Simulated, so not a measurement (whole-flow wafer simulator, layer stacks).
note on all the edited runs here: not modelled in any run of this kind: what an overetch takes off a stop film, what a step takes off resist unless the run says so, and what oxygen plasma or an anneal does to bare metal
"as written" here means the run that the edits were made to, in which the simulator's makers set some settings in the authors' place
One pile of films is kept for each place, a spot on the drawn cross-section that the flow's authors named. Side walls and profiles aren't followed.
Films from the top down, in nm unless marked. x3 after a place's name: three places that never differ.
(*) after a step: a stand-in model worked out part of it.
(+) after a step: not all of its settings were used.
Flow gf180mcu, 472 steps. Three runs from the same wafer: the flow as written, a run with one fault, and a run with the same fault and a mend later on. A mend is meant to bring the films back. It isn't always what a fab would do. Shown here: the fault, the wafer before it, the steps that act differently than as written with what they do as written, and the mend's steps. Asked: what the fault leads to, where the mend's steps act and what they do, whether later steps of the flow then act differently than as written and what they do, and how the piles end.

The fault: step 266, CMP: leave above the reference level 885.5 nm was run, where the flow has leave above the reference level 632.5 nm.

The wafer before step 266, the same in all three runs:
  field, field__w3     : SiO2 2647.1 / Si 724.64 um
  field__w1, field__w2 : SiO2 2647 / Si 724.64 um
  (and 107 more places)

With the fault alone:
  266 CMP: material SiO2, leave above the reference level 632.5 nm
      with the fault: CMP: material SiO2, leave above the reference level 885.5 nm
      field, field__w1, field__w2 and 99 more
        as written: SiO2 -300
        with the fault: SiO2 -47
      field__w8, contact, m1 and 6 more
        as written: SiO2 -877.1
        with the fault: SiO2 -624.1
  Later steps of the flow that act differently than as written:
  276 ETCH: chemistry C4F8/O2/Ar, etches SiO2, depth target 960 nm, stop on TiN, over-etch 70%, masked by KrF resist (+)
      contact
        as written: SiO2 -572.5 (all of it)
        with the fault: SiO2 -825.5 (all of it)
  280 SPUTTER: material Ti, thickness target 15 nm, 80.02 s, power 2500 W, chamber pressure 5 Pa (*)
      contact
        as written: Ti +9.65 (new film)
        with the fault: Ti +8.34 (new film)
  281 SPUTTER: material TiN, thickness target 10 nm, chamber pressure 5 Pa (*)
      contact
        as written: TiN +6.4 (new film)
        with the fault: TiN +5.52 (new film)
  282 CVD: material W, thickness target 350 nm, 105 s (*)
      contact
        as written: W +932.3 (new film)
        with the fault: W +1187.5 (new film)
  At the end the piles differ from the flow's by more than 2% or 0.5 nm, whichever is larger, at field, field__w1, field__w2 and 109 more.
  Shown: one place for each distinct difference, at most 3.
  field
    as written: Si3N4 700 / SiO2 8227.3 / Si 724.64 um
    with the fault: Si3N4 700 / SiO2 8480.3 / Si 724.64 um
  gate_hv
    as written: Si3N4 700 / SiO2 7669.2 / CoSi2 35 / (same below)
    with the fault: Si3N4 700 / SiO2 7922.2 / CoSi2 35 / (same below)
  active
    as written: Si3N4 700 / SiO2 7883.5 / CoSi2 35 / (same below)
    with the fault: Si3N4 700 / SiO2 8136.5 / CoSi2 35 / (same below)

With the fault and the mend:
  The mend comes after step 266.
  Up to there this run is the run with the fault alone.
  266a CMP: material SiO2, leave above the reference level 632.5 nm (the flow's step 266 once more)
      field, field__w1, field__w2 and 108 more
        SiO2 -253
  No later step of the flow acts differently than as written at any place that is followed.
  At the end the piles are the same as the flow's at every place that both follow.
